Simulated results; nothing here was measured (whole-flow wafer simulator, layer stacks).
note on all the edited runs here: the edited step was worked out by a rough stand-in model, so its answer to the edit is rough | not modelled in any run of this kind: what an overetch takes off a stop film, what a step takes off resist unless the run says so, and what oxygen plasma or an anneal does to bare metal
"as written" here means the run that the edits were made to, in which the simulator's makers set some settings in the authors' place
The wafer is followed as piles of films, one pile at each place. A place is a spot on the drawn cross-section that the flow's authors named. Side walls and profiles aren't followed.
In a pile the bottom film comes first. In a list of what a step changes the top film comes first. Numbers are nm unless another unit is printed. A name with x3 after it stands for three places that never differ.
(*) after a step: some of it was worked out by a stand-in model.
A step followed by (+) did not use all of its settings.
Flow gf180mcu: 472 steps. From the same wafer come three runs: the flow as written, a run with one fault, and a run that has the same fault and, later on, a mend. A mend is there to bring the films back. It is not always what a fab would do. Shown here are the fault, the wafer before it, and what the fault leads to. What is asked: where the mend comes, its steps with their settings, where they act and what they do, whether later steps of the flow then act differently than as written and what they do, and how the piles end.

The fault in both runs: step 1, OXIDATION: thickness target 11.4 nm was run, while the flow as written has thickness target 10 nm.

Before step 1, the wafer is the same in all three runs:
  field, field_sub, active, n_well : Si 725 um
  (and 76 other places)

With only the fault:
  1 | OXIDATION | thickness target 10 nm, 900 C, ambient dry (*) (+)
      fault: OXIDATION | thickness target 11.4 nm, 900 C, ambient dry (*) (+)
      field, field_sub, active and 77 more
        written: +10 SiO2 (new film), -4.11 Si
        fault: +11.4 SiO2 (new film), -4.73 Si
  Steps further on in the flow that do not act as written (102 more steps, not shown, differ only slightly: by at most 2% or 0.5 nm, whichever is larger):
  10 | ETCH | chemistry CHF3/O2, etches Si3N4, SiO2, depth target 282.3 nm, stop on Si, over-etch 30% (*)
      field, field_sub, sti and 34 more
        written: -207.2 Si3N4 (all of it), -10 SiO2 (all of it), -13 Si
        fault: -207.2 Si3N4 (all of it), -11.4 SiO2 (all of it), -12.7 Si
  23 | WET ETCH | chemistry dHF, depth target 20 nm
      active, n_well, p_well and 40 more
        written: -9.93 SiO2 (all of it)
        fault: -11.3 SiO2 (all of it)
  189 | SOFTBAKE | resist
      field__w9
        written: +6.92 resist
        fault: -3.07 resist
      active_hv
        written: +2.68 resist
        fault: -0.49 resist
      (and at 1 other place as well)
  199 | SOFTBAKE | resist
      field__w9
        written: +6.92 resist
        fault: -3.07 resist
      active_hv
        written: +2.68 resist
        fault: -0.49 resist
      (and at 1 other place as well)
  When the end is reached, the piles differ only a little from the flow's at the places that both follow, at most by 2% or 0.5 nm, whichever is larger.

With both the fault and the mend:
  The mend follows step 1.
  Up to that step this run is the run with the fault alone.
  1a | WET ETCH | chemistry dHF, depth target 1.4 nm, 25 C, dilution 100:1
      field, field_sub, active and 77 more
        -1.4 SiO2
  Every later step of the flow that is run acts as written at every place that is followed.
  When the end is reached, the piles differ only a little from the flow's at the places that both follow, at most by 2% or 0.5 nm, whichever is larger.
